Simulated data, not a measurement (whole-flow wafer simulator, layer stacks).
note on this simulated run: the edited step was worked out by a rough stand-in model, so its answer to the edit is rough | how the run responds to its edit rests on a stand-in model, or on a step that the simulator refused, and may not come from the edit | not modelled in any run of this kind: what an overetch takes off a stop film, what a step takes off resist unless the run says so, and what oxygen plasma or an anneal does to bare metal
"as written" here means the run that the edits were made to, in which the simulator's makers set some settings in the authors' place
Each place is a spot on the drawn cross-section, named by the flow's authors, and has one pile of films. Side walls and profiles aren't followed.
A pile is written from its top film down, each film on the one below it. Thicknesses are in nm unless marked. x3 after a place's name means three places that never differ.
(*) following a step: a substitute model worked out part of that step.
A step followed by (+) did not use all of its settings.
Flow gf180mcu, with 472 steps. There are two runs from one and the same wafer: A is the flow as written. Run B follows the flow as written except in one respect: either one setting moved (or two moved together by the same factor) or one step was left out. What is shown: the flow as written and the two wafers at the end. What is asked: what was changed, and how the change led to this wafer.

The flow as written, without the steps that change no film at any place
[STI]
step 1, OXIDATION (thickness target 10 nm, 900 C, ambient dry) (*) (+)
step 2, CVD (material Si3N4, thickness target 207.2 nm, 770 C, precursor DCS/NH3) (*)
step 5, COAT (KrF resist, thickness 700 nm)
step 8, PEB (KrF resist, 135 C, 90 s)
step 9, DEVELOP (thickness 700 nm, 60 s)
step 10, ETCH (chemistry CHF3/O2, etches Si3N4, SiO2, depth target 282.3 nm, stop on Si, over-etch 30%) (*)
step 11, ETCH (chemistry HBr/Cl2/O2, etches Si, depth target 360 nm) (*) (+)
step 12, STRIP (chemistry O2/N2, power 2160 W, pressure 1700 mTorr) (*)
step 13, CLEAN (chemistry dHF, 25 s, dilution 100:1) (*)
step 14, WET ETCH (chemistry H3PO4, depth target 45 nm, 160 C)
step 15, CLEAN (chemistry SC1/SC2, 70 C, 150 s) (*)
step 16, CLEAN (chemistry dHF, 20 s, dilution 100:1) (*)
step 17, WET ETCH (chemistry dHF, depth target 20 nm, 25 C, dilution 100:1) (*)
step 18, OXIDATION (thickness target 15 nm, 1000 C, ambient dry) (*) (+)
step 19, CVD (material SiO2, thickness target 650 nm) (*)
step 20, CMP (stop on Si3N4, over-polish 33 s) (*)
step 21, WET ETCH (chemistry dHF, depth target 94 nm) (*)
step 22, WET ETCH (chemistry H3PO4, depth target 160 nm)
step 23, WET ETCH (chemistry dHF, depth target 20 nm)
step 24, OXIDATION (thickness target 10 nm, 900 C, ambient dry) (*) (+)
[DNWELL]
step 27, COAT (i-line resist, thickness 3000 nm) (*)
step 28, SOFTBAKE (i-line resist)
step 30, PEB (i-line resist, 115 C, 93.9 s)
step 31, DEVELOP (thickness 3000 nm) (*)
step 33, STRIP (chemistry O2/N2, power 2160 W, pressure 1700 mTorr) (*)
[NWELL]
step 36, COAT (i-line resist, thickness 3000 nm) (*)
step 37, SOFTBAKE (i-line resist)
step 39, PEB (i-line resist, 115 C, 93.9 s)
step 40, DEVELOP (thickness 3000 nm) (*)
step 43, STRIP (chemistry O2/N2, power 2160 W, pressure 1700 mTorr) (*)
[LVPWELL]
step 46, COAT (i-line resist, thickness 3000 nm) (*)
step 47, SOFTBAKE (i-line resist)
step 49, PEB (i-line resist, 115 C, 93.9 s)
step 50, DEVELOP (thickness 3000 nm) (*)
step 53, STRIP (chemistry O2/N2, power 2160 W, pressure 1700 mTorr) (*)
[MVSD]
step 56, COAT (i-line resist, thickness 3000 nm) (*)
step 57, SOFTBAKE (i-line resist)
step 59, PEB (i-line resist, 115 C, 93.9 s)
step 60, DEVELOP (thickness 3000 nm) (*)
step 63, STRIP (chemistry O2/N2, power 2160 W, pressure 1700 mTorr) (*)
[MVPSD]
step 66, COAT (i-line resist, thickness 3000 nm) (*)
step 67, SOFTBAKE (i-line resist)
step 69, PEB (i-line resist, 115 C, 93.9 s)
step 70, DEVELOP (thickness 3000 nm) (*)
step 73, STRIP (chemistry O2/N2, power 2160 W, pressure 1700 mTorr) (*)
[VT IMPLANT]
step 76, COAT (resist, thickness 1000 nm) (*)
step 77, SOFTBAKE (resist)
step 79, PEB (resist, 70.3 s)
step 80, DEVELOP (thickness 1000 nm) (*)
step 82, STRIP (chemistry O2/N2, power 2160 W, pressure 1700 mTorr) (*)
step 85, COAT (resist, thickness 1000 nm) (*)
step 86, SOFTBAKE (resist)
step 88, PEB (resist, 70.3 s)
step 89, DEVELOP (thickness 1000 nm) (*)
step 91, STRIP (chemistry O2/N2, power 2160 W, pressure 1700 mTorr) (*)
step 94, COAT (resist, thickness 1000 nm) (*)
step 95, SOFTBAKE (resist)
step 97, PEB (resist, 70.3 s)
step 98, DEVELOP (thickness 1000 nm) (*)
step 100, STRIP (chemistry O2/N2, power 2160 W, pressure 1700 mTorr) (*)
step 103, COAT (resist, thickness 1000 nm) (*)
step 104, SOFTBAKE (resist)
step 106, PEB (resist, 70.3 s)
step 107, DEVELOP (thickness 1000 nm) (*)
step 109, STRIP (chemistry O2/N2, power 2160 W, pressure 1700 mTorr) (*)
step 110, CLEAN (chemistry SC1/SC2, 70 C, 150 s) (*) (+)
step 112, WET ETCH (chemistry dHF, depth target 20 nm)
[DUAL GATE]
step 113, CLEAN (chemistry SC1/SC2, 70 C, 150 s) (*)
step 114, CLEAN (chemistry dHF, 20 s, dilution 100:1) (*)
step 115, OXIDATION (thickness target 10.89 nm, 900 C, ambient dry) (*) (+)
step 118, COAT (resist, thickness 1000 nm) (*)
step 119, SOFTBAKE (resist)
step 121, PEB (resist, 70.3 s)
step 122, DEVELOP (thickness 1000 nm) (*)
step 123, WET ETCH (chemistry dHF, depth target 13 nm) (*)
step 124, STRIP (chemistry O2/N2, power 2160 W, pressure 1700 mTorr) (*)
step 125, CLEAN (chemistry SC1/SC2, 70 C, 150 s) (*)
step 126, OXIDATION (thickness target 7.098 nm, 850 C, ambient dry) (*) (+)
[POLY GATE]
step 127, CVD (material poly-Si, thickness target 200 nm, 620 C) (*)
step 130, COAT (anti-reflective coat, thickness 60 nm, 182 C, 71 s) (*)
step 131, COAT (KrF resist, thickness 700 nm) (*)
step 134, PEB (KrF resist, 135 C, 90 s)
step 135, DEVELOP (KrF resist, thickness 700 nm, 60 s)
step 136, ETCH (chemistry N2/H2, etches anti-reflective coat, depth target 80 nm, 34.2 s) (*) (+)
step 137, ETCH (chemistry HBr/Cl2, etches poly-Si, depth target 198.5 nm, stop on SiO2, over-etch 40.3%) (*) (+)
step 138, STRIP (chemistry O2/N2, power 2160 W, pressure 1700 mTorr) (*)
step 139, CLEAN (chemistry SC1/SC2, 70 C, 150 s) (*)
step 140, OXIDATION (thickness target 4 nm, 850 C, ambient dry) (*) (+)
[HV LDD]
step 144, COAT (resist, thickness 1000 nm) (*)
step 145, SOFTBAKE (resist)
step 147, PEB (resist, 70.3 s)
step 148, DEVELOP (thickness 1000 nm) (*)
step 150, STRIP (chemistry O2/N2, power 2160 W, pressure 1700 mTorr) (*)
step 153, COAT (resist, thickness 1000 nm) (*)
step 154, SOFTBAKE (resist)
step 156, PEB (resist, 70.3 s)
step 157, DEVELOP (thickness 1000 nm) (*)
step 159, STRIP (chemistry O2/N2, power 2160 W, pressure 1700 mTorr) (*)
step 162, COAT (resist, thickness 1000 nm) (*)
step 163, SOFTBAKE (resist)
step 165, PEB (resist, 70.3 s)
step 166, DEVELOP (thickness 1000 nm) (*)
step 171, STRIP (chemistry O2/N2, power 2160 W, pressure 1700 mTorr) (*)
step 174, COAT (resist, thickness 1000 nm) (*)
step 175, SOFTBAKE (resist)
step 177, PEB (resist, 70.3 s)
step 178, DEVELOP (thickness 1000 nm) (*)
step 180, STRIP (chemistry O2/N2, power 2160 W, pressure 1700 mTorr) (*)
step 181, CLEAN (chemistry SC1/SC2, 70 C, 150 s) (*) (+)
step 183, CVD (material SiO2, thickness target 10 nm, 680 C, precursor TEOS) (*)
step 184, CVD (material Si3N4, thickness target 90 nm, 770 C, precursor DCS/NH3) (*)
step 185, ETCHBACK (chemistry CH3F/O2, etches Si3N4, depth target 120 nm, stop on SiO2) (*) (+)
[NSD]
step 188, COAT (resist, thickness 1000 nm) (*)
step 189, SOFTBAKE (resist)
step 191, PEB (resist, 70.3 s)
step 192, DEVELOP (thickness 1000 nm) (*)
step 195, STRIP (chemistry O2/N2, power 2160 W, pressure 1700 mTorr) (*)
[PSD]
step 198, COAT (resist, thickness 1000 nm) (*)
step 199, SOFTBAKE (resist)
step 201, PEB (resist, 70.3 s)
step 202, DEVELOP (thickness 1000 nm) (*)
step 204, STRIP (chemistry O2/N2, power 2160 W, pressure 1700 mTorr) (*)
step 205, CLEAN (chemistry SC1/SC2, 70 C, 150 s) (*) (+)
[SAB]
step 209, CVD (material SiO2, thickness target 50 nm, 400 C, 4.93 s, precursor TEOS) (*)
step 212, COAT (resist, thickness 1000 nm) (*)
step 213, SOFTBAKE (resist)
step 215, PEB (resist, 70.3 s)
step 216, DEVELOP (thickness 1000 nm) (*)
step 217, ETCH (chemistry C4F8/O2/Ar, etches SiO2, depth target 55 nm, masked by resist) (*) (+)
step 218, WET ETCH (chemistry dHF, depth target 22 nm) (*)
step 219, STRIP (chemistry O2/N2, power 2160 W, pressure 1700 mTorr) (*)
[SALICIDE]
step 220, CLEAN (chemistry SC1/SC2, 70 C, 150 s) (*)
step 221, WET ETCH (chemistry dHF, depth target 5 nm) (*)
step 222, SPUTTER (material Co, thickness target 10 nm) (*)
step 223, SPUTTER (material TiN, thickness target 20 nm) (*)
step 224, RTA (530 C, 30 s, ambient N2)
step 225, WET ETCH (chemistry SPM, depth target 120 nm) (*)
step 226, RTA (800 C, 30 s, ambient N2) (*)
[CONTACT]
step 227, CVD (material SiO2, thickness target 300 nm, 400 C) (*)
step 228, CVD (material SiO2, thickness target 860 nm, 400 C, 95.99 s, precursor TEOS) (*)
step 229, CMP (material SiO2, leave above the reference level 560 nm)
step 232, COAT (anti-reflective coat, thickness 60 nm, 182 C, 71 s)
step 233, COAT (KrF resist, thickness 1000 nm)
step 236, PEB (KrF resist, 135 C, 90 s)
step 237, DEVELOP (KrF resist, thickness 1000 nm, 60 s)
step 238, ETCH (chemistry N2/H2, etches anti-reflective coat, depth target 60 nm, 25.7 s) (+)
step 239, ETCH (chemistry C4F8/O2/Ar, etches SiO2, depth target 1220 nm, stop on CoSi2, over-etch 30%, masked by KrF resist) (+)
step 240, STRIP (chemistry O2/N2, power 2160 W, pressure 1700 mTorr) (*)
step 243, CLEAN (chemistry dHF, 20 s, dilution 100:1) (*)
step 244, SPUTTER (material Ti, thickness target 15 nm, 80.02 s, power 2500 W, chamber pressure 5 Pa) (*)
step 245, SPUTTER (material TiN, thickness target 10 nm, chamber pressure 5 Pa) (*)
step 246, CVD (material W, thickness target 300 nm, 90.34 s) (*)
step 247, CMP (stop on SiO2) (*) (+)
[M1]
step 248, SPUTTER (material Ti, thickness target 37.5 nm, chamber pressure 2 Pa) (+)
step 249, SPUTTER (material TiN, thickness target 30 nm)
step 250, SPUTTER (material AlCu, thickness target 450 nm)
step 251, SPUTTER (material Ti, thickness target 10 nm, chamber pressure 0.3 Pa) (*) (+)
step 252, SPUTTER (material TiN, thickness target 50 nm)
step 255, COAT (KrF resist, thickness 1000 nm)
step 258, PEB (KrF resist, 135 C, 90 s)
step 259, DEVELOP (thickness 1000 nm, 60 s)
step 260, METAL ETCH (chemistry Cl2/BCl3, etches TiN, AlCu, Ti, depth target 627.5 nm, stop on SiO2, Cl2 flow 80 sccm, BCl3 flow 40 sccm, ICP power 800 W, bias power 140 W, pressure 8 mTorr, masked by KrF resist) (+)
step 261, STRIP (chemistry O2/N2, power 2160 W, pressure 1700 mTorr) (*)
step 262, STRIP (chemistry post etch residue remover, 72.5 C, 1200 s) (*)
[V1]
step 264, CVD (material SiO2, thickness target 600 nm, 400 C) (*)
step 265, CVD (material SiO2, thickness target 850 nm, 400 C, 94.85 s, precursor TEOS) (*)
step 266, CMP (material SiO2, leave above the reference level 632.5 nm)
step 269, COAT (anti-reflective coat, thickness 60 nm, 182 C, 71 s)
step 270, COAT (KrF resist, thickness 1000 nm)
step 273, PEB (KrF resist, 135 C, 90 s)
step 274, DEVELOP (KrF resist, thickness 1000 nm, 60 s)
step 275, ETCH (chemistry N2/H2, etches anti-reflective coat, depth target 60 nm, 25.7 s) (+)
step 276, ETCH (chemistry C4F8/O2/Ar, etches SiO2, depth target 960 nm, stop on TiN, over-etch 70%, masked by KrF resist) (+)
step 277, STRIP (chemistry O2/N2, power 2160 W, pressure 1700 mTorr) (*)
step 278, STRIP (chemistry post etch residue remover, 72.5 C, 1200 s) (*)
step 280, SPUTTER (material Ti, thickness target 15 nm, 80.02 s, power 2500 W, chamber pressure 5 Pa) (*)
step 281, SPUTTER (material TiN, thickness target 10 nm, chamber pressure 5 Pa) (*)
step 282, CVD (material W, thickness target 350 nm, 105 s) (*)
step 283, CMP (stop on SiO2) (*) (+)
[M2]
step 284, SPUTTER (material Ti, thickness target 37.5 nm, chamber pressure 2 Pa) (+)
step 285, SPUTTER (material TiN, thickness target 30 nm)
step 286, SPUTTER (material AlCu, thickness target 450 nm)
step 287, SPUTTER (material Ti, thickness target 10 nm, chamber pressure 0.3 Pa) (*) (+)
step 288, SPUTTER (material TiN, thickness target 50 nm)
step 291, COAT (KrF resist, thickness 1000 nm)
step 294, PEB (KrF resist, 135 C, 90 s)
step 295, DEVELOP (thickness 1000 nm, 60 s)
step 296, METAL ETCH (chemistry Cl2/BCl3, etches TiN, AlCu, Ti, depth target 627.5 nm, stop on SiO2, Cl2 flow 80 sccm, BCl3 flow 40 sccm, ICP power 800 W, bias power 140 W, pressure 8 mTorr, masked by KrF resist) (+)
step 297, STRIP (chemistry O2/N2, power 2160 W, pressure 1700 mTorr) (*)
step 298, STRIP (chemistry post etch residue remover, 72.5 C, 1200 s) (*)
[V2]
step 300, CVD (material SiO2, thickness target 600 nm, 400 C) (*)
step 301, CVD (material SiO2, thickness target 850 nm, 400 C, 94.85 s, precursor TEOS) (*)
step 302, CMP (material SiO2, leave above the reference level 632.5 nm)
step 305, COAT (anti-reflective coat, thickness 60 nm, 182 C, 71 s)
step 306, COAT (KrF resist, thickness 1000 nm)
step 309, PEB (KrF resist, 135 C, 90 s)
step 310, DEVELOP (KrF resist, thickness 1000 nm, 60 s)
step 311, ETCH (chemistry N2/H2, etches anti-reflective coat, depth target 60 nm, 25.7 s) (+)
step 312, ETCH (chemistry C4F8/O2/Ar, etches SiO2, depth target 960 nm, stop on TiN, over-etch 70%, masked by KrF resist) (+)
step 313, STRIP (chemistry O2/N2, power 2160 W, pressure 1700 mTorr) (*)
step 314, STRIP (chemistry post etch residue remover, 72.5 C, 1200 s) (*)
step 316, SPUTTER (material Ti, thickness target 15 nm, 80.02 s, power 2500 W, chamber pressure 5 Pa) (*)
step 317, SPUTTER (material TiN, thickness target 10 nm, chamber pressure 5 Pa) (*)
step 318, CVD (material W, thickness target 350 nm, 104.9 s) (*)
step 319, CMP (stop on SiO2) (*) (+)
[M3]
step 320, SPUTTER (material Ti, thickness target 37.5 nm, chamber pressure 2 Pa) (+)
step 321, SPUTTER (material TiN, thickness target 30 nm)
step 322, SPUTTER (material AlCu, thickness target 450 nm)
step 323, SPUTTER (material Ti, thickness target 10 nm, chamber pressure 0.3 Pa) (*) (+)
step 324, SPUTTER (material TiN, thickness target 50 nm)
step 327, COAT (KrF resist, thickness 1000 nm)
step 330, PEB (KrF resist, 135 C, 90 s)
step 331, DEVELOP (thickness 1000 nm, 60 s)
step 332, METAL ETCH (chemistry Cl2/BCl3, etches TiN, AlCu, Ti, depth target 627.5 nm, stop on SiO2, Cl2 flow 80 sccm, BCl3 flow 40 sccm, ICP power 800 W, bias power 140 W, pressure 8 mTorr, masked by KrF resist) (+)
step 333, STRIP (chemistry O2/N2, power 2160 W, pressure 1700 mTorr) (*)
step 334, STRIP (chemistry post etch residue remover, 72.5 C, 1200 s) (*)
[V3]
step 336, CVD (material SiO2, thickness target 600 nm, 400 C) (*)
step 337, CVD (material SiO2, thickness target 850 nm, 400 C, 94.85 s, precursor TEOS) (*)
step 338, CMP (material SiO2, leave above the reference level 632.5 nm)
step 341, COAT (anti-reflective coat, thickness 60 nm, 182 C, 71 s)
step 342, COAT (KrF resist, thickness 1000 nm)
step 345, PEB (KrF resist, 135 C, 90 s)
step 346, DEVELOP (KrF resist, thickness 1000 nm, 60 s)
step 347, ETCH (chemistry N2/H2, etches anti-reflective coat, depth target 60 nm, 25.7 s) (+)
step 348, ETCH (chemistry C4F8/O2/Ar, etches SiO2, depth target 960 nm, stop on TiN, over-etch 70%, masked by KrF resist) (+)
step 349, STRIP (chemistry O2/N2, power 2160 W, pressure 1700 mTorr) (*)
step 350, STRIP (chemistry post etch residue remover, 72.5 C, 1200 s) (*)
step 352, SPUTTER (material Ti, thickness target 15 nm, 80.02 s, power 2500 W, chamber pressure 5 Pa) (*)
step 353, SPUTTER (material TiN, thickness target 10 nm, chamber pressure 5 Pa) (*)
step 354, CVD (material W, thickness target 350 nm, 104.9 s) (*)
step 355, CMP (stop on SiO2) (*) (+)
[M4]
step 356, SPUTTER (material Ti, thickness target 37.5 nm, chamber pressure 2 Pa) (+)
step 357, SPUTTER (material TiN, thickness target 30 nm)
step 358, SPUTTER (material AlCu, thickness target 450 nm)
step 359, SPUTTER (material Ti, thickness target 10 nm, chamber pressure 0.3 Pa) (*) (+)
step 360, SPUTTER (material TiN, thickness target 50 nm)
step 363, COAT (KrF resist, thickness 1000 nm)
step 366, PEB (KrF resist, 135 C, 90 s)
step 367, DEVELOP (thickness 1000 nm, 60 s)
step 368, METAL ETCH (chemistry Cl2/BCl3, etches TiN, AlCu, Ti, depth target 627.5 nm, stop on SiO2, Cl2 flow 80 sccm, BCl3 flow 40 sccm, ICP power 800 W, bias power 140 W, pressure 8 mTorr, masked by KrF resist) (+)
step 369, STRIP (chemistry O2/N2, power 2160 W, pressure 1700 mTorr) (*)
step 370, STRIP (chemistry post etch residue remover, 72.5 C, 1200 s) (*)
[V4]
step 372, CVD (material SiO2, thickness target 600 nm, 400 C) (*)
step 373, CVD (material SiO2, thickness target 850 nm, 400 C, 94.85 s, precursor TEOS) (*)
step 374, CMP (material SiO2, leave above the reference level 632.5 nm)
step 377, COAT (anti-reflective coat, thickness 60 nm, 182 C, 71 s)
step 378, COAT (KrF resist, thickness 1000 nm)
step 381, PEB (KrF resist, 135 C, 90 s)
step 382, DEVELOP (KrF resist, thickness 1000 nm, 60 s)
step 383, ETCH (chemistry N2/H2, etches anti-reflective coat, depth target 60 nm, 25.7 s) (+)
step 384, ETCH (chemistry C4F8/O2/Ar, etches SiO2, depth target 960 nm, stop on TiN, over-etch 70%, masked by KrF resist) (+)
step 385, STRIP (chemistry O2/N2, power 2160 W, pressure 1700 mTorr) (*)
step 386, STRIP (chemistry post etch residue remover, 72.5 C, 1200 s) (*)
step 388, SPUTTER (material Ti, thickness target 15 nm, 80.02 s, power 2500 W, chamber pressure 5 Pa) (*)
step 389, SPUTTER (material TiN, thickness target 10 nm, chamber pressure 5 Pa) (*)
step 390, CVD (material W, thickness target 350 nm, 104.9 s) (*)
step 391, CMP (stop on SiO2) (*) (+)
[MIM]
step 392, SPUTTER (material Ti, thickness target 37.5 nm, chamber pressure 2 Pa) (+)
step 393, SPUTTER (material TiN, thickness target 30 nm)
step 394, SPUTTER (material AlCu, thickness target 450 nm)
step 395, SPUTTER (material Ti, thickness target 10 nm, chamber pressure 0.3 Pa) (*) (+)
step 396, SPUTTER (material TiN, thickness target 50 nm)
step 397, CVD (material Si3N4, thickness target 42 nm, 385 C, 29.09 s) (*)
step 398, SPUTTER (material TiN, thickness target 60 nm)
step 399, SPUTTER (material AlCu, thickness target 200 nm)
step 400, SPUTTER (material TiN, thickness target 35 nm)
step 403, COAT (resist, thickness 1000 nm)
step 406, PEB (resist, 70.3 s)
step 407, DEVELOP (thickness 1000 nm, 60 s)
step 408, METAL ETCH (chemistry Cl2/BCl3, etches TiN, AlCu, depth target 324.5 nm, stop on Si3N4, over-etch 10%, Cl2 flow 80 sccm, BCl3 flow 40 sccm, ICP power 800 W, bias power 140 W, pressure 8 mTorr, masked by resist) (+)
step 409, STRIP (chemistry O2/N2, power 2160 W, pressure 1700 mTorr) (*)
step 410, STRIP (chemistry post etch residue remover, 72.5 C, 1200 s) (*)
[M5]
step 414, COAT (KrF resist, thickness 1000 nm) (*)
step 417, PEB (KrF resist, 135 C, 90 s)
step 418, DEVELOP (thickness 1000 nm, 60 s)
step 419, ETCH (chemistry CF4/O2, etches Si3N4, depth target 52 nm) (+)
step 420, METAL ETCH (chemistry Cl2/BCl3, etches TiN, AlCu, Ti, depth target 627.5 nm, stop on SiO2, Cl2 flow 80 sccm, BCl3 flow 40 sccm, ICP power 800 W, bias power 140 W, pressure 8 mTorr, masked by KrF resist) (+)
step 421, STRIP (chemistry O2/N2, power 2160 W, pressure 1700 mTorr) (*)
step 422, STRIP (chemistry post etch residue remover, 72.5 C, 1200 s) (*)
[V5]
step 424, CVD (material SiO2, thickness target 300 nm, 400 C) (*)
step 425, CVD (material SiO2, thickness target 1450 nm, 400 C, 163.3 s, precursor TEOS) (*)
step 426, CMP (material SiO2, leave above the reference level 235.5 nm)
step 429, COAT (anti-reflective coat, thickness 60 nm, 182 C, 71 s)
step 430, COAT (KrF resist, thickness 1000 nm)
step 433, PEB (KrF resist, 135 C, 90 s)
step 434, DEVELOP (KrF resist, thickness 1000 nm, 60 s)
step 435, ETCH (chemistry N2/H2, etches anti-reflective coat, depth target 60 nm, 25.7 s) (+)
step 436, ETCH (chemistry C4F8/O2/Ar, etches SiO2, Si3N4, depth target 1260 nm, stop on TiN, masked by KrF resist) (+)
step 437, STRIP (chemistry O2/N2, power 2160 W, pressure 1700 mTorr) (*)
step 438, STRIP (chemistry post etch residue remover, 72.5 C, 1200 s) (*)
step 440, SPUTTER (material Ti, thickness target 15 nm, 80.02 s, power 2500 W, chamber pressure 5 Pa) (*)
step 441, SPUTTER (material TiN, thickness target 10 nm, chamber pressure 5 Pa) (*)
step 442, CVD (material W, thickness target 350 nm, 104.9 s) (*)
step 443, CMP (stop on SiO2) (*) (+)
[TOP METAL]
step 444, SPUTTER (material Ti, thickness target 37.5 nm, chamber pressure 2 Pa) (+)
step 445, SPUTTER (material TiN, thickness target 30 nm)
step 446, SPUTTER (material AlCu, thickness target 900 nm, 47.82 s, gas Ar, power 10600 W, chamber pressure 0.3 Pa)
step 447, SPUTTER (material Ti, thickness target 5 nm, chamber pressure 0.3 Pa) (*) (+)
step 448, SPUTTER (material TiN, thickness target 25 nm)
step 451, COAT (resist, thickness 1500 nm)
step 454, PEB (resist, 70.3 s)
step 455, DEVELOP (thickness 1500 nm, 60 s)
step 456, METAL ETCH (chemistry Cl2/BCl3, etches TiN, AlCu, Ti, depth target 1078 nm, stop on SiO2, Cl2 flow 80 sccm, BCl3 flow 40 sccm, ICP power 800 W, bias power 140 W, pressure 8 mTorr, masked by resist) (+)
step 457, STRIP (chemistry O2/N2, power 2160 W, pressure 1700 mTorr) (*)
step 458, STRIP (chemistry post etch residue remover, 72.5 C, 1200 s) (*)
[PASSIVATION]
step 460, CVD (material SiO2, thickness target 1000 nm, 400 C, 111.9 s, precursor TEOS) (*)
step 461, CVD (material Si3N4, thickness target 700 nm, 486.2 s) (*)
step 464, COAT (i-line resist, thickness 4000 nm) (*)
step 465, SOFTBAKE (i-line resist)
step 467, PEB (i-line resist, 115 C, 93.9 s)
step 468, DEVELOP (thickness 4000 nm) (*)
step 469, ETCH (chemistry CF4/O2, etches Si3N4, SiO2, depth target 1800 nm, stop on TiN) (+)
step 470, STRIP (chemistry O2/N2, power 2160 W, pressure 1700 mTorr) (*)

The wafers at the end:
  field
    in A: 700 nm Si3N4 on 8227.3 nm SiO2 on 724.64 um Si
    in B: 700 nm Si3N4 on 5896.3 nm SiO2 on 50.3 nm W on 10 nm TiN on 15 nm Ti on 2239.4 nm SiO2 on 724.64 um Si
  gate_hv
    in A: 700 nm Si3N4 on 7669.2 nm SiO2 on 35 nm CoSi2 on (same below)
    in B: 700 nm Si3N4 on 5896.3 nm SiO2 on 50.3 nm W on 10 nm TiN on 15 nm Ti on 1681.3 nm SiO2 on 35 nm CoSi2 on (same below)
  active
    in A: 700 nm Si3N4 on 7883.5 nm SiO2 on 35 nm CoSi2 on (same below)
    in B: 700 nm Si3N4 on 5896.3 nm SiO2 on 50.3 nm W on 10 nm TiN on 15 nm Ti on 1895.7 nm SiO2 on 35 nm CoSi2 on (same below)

Cause: step 265, CVD: thickness target 434 nm was run, though the flow has thickness target 850 nm; step 265, CVD: 48.37 s was run, where the flow has 94.85 s.

Step by step, how the change led to this:
  step 265, CVD (material SiO2, thickness target 850 nm, 400 C, 94.85 s, precursor TEOS) (*)
      field, field__w1, field__w2 and 108 more: A SiO2 gains 850 | B SiO2 gains 442.4
  step 266, CMP (material SiO2, leave above the reference level 632.5 nm)
      field, field__w1, field__w2 and 99 more: A SiO2 loses 300 | B nothing
      field__w8, contact, m1 and 6 more: A SiO2 loses 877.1 | B SiO2 loses 469.5
  step 269, COAT (anti-reflective coat, thickness 60 nm, 182 C, 71 s)
      field: A anti-reflective coat gains 60 (new film) | B anti-reflective coat gains 103.2 (new film)
      field__w1: A anti-reflective coat gains 60 (new film) | B anti-reflective coat gains 85.1 (new film)
      (as well as at 19 more places)
  step 270, COAT (KrF resist, thickness 1000 nm)
      field__w1: A KrF resist gains 1000 (new film) | B KrF resist gains 979.2 (new film)
      n_well: A KrF resist gains 1000 (new film) | B KrF resist gains 972.5 (new film)
      (as well as at 5 more places)
  step 273, PEB (KrF resist, 135 C, 90 s)
      m1: A KrF resist loses 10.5 | B KrF resist loses 9.63
      m1_nw: A KrF resist loses 10.5 | B KrF resist loses 9.66
  step 274, DEVELOP (KrF resist, thickness 1000 nm, 60 s)
      contact: A KrF resist loses 989.5 (all of it) | B KrF resist loses 941.4 (all of it)
  step 275, ETCH (chemistry N2/H2, etches anti-reflective coat, depth target 60 nm, 25.7 s) (+)
      contact: A anti-reflective coat loses 60 (all of it), SiO2 loses 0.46 | B anti-reflective coat loses 22.8 (all of it), SiO2 loses 1.42
  step 277, STRIP (chemistry O2/N2, power 2160 W, pressure 1700 mTorr) (*)
      field: A KrF resist loses 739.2 (all of it), anti-reflective coat loses 60 (all of it) | B KrF resist loses 721.7 (all of it), anti-reflective coat loses 103.2 (all of it)
      field__w1: A KrF resist loses 739.2 (all of it), anti-reflective coat loses 60 (all of it) | B KrF resist loses 718.6 (all of it), anti-reflective coat loses 85.1 (all of it)
      (as well as at 18 more places)
  step 280, SPUTTER (material Ti, thickness target 15 nm, 80.02 s, power 2500 W, chamber pressure 5 Pa) (*)
      contact: A Ti gains 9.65 (new film) | B Ti gains 10.3 (new film)
  step 282, CVD (material W, thickness target 350 nm, 105 s) (*)
      contact: A W gains 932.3 (new film) | B W gains 823.6 (new film)
  step 283, CMP (stop on SiO2) (*) (+)
      field, field__w1, field__w2 and 99 more: A W loses 350 (all of it), TiN loses 10 (all of it), Ti loses 15 (all of it), SiO2 loses 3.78 | B W loses 287.4
      field__w8, m1, m1__w1, polyc_n, polyc_n_rim, polyc_p, polyc_p_rim, m1_nw: A W loses 350 (all of it), TiN loses 10 (all of it), Ti loses 15 (all of it), SiO2 loses 3.78 | B W loses 350 (all of it), TiN loses 10 (all of it), Ti loses 15 (all of it), SiO2 loses 20
      (as well as at 1 more place)
  step 296, METAL ETCH (chemistry Cl2/BCl3, etches TiN, AlCu, Ti, depth target 627.5 nm, stop on SiO2, Cl2 flow 80 sccm, BCl3 flow 40 sccm, ICP power 800 W, bias power 140 W, pressure 8 mTorr, masked by KrF resist) (+)
      field, field__w1, field__w2 and 99 more: A TiN loses 50 (all of it), Ti loses 10 (all of it), AlCu loses 450 (all of it), TiN loses 30 (all of it), Ti loses 37.5 (all of it) | B TiN loses 50 (all of it), Ti loses 10 (all of it), AlCu loses 450 (all of it), TiN loses 30 (all of it), Ti loses 37.5 (all of it), W loses 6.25
  step 298, STRIP (chemistry post etch residue remover, 72.5 C, 1200 s) (*)
      field, field__w1, field__w2 and 99 more: A nothing | B W loses 6.01
  step 300, CVD (material SiO2, thickness target 600 nm, 400 C) (*)
      field, field__w1, field__w2 and 99 more: A SiO2 gains 600 | B SiO2 gains 600 (new film)
  step 302, CMP (material SiO2, leave above the reference level 632.5 nm)
      field, field__w1, field__w2 and 99 more: A SiO2 loses 300 | B SiO2 loses 287.7
If metal films that touch count as one body, field has 1 body; the flow as written gives 0 bodies.
If metal films that touch count as one body, gate_hv has 2 bodies (between them, from the top down: SiO2 1681.3); the flow as written gives 1 body.
If metal films that touch count as one body, active has 2 bodies (between them, from the top down: SiO2 1895.7); the flow as written gives 1 body.
